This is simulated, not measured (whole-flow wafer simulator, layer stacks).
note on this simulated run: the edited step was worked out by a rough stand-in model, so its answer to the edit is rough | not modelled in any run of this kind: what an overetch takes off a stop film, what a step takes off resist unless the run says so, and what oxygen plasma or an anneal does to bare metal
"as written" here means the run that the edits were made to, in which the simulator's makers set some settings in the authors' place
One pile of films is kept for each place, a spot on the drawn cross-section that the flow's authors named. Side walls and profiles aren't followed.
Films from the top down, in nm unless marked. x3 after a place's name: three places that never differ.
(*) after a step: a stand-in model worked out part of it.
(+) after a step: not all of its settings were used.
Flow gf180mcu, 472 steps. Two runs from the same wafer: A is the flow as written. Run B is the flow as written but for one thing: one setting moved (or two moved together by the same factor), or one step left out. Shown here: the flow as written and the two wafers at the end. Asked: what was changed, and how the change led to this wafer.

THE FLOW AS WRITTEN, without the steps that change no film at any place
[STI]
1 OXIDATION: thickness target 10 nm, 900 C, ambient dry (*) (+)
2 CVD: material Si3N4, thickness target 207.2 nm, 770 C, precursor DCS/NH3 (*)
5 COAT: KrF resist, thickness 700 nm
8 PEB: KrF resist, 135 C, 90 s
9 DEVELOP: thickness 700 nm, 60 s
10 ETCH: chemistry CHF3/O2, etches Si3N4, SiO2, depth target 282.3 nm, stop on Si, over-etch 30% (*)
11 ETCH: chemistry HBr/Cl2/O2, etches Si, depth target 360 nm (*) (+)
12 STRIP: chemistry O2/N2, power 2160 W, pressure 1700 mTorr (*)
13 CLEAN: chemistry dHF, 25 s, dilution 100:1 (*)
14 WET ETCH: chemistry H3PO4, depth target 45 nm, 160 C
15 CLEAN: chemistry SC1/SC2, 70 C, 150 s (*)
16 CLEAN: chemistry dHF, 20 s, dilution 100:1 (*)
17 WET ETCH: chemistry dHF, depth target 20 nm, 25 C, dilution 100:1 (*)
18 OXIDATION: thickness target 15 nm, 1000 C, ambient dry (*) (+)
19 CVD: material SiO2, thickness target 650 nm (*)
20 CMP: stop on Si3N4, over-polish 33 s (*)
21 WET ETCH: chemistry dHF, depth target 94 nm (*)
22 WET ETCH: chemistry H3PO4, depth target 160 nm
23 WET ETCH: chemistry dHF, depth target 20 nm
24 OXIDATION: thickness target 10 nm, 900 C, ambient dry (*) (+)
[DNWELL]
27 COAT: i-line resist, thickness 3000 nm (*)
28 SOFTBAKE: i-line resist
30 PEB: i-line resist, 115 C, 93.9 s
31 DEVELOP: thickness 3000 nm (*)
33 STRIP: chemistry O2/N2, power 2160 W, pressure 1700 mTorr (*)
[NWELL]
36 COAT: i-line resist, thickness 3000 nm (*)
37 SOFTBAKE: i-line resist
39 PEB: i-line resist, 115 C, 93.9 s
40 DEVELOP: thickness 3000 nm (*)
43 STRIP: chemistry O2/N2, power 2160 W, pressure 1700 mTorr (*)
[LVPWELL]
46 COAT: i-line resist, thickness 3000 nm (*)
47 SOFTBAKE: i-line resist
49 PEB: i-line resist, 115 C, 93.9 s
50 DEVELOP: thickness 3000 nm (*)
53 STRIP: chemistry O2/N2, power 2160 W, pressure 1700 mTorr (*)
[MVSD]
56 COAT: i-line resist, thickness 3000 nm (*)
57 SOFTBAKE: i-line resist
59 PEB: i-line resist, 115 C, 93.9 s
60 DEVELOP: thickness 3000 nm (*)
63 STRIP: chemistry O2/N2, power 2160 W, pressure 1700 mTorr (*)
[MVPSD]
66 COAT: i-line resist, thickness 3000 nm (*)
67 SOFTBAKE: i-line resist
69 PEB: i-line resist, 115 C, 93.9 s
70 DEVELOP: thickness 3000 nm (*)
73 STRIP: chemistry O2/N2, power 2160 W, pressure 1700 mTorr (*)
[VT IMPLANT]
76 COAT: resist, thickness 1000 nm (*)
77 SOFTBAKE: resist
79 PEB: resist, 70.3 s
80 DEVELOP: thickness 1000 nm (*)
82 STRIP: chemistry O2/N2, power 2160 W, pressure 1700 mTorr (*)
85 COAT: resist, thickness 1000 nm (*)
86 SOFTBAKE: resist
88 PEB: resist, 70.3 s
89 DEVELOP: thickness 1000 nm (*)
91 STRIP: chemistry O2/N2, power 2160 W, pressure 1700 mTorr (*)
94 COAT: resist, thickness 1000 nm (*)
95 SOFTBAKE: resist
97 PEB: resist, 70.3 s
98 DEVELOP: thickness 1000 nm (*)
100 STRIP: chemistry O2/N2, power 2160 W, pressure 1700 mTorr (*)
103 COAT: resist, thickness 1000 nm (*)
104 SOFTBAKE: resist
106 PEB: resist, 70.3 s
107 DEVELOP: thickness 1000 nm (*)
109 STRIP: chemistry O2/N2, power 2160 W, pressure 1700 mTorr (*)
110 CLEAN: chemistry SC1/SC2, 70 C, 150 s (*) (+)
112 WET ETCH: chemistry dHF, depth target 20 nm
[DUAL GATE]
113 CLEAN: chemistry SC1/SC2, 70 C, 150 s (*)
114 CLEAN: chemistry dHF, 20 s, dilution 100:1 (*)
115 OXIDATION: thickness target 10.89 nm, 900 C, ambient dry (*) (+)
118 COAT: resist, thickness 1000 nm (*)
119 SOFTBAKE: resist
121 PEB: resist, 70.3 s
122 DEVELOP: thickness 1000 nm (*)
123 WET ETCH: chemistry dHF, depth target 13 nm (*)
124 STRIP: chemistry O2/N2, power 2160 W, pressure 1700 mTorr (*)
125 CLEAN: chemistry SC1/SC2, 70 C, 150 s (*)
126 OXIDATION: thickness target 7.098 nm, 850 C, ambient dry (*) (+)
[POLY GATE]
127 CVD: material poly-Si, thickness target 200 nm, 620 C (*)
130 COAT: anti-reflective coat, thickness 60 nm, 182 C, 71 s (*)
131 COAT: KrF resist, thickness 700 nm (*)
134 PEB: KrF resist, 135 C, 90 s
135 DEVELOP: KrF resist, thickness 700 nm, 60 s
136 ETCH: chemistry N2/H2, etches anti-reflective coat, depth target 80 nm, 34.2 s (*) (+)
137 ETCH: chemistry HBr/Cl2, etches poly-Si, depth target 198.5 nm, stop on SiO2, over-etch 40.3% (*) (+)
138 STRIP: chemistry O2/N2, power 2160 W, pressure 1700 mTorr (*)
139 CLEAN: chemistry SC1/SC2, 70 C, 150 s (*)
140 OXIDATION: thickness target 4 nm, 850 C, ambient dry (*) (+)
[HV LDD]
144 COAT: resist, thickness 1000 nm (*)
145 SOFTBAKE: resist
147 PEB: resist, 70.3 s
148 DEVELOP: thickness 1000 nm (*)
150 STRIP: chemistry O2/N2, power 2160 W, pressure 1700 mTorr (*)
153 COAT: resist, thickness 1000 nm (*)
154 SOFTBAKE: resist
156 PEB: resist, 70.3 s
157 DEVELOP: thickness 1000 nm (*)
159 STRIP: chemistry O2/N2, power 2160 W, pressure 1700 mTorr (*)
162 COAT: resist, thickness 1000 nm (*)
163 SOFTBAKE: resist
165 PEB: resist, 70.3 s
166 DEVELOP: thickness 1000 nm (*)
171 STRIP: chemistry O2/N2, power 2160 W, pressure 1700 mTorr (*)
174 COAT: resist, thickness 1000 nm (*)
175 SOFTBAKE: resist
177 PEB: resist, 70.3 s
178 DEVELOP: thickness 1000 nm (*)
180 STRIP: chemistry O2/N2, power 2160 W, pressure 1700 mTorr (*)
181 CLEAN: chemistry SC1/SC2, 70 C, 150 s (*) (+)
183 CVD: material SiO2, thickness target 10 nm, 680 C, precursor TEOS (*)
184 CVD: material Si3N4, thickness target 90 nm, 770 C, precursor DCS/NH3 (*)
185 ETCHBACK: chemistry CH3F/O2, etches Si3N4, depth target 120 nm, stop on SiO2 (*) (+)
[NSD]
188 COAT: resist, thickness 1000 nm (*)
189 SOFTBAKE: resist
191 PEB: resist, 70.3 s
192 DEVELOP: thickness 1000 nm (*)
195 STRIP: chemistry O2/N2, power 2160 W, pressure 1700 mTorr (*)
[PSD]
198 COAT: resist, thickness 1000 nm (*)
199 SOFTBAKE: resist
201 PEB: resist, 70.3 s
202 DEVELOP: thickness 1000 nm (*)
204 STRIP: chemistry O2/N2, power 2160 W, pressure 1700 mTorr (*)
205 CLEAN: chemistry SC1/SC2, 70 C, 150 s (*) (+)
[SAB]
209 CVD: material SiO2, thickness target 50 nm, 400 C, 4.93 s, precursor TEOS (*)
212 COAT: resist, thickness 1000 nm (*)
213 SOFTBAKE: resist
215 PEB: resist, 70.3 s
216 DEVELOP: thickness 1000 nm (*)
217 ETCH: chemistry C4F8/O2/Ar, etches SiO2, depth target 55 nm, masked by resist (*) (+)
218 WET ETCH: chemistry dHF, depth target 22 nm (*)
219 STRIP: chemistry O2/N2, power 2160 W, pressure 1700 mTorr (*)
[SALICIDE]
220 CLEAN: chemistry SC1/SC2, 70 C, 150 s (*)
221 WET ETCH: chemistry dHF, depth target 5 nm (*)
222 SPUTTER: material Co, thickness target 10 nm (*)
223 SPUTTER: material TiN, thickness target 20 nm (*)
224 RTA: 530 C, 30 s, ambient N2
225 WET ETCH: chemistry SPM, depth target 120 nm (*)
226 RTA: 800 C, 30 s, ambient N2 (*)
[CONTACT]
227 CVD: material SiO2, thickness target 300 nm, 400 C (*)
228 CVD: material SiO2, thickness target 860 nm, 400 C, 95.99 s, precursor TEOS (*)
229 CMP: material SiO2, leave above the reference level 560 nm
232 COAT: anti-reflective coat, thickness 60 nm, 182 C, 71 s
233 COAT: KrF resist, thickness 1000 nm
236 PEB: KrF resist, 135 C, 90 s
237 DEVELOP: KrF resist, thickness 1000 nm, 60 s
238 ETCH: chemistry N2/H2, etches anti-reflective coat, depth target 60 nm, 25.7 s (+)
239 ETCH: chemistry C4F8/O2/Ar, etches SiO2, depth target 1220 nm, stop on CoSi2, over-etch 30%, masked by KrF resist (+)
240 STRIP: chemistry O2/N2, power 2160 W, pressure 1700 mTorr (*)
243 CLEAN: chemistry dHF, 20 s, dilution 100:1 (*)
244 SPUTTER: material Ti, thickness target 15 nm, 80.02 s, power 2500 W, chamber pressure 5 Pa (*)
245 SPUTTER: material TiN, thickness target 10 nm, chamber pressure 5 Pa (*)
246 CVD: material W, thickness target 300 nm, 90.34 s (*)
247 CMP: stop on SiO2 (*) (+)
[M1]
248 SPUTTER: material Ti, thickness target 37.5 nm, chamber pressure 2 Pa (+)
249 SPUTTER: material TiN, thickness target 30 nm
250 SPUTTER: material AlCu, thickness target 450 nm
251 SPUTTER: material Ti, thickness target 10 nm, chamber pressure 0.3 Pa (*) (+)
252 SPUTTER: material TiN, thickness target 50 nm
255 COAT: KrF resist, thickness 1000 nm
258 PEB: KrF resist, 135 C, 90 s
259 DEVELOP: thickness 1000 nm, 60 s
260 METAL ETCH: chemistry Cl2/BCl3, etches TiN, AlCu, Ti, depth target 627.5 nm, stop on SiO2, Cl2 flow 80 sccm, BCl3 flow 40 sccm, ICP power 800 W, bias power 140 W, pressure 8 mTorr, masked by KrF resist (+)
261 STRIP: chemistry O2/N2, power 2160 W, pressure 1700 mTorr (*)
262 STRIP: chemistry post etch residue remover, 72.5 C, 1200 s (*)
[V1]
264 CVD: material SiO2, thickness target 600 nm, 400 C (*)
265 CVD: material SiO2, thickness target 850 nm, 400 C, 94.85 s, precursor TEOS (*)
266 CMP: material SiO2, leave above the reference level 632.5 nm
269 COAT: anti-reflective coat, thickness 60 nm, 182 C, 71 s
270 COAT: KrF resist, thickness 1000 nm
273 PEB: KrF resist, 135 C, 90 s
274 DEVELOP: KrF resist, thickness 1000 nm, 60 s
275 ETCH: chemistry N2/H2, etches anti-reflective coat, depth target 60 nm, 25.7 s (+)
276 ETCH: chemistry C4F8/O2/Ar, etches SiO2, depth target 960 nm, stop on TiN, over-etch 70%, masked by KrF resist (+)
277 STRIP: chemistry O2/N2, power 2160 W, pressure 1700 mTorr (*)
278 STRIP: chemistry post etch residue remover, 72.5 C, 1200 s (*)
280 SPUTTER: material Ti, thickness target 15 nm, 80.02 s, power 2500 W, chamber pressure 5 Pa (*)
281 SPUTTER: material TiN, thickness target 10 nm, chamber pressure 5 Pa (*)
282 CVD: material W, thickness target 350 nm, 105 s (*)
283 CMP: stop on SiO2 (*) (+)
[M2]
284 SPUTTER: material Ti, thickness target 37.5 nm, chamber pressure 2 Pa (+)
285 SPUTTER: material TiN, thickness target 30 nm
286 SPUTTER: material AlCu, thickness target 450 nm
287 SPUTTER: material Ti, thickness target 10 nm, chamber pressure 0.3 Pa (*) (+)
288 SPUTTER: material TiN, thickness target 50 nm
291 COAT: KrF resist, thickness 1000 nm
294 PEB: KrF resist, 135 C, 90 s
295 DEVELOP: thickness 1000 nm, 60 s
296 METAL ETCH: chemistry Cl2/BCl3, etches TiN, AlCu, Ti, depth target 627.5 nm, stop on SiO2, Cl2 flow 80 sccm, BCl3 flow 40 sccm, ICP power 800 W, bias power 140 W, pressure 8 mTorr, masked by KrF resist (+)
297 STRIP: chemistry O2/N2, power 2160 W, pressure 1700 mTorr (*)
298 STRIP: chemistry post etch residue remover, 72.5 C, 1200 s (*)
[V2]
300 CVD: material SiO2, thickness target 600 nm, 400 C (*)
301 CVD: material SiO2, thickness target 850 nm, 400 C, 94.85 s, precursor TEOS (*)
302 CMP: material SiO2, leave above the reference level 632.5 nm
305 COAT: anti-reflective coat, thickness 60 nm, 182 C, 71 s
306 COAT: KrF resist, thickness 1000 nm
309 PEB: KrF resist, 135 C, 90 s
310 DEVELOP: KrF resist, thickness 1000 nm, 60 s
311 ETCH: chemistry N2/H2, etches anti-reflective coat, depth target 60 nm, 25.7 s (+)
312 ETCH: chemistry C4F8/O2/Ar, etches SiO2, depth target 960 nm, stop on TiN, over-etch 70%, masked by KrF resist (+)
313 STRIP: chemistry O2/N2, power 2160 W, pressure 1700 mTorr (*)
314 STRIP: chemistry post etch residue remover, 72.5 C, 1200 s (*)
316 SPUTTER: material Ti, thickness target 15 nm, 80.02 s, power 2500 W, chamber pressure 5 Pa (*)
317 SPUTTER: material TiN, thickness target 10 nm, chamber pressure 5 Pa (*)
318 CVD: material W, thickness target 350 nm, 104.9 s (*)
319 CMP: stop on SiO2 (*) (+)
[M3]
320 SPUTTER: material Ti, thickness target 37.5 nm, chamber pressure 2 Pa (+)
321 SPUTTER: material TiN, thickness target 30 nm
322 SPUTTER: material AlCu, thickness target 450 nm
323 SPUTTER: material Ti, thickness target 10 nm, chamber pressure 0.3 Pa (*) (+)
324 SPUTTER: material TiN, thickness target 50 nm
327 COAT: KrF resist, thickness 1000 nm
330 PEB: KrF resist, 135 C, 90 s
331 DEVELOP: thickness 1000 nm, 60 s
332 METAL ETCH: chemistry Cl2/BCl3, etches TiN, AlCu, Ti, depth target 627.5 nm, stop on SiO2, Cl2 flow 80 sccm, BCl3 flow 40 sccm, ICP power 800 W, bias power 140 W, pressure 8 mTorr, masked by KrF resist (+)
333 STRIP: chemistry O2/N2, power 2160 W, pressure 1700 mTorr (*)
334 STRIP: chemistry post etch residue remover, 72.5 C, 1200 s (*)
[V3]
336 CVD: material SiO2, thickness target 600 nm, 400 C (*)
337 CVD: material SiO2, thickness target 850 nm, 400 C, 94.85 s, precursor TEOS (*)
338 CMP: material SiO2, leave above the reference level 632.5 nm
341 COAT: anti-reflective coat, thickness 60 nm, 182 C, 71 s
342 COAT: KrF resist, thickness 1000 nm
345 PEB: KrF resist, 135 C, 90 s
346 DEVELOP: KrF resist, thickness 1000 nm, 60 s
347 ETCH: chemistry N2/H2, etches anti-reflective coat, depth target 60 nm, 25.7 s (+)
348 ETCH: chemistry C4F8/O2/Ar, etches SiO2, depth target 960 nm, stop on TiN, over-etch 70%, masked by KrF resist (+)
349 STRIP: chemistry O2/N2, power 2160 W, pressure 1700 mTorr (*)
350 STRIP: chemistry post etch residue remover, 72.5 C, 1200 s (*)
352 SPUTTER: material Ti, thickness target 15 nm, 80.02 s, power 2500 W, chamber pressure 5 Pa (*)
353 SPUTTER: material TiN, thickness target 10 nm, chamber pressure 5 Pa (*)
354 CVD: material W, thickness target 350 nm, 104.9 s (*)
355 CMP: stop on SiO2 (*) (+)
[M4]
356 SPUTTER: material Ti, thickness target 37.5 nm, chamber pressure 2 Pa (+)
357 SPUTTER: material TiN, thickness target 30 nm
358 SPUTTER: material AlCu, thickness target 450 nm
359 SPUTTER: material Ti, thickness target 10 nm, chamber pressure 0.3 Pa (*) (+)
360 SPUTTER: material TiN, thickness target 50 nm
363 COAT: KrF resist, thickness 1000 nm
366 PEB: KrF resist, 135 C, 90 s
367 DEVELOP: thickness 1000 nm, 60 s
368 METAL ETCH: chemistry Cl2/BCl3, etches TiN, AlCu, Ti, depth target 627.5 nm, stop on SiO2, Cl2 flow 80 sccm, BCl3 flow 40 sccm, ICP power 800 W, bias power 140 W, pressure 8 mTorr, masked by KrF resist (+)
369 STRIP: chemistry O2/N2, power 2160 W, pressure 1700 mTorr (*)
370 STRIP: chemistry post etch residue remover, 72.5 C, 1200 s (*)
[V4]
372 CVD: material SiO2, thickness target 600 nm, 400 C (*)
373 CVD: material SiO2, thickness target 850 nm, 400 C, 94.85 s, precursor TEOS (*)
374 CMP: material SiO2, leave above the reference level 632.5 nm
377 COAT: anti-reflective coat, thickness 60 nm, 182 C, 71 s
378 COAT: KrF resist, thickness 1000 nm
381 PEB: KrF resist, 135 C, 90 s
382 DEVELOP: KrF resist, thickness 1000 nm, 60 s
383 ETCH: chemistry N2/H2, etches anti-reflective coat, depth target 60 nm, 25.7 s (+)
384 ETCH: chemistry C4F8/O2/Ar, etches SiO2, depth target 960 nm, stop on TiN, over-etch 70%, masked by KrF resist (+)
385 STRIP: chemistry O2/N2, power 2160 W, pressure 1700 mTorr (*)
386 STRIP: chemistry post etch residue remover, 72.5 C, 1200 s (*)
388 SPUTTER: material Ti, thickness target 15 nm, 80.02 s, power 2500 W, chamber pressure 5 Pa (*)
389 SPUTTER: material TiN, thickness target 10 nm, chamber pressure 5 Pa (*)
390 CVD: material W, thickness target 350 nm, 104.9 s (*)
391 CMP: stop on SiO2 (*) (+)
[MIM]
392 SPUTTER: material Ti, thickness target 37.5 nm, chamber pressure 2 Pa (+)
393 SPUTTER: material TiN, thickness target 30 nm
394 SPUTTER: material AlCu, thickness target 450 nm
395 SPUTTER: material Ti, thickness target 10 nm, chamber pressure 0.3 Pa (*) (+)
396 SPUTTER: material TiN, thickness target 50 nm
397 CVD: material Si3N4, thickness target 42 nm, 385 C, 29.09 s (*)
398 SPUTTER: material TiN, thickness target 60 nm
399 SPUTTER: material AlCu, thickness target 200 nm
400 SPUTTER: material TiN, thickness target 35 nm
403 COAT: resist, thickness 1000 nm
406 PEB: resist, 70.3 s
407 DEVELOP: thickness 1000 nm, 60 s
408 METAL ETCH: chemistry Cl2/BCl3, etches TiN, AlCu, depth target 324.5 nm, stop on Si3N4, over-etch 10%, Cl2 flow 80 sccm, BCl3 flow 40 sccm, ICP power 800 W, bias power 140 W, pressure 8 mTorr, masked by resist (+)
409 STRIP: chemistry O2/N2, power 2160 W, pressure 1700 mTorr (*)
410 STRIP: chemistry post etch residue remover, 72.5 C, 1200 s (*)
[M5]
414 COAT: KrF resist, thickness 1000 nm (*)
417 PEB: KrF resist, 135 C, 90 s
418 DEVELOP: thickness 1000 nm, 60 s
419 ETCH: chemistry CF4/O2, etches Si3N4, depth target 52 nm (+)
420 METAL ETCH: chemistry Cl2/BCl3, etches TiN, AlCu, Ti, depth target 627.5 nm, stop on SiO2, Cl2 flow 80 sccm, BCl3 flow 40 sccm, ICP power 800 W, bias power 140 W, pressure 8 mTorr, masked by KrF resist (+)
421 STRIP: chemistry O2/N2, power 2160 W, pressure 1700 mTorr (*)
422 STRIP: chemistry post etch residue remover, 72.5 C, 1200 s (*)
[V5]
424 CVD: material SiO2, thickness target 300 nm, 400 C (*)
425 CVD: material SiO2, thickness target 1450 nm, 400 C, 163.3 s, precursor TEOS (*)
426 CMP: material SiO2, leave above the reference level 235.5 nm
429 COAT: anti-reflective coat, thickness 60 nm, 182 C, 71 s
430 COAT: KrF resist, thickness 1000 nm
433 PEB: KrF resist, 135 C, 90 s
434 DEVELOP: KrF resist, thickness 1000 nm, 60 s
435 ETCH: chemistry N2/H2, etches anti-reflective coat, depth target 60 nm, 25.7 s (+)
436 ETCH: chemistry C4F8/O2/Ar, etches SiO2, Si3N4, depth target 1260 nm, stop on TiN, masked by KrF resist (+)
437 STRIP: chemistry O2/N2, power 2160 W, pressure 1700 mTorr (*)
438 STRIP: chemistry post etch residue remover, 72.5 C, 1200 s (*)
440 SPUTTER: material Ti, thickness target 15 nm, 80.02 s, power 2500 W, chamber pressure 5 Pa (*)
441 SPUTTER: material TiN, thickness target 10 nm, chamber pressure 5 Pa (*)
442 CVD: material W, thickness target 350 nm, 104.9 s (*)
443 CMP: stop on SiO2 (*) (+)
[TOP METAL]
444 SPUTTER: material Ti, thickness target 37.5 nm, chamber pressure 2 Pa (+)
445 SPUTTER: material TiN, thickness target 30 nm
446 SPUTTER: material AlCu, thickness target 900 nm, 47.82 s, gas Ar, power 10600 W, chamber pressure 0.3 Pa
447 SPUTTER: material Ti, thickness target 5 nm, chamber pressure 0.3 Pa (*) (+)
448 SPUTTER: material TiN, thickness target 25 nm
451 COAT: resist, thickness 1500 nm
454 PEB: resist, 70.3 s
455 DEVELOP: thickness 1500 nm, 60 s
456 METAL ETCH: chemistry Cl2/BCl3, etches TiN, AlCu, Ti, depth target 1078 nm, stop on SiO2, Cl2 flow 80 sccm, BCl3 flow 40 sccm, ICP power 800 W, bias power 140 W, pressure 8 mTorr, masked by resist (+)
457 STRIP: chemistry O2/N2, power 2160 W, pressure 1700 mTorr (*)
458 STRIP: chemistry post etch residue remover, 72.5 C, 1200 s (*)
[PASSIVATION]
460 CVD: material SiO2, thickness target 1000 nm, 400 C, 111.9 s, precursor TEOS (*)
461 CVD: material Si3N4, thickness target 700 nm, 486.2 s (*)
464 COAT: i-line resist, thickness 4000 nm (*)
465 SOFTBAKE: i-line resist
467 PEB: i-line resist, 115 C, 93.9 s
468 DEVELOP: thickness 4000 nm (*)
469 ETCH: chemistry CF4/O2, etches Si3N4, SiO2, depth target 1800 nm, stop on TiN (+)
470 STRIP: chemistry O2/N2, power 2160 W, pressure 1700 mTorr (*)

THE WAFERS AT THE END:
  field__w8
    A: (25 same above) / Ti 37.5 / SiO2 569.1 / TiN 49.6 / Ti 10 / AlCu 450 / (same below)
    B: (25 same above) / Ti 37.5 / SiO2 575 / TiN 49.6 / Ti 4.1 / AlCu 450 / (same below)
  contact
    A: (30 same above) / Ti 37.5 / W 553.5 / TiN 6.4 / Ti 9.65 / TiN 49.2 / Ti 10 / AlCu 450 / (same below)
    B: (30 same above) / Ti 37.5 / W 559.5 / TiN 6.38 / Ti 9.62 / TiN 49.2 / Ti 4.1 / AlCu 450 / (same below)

The cause: step 287, SPUTTER: thickness target 4.1 nm was run, where the flow has thickness target 10 nm.
It can be read off the wafer: field__w8 has Ti 4.1, and step 287 as written asks for 10 nm.

How the change led to this, step by step:
  287 SPUTTER: material Ti, thickness target 10 nm, chamber pressure 0.3 Pa (*) (+)
      field, field__w1, field__w2 and 108 more: A Ti +10 (new film) | B Ti +4.1 (new film)
  296 METAL ETCH: chemistry Cl2/BCl3, etches TiN, AlCu, Ti, depth target 627.5 nm, stop on SiO2, Cl2 flow 80 sccm, BCl3 flow 40 sccm, ICP power 800 W, bias power 140 W, pressure 8 mTorr, masked by KrF resist (+)
      field, field__w1, field__w2 and 103 more: A TiN -50 (all of it), Ti -10 (all of it), AlCu -450 (all of it), TiN -30 (all of it), Ti -37.5 (all of it) | B TiN -50 (all of it), Ti -4.1 (all of it), AlCu -450 (all of it), TiN -30 (all of it), Ti -37.5 (all of it)
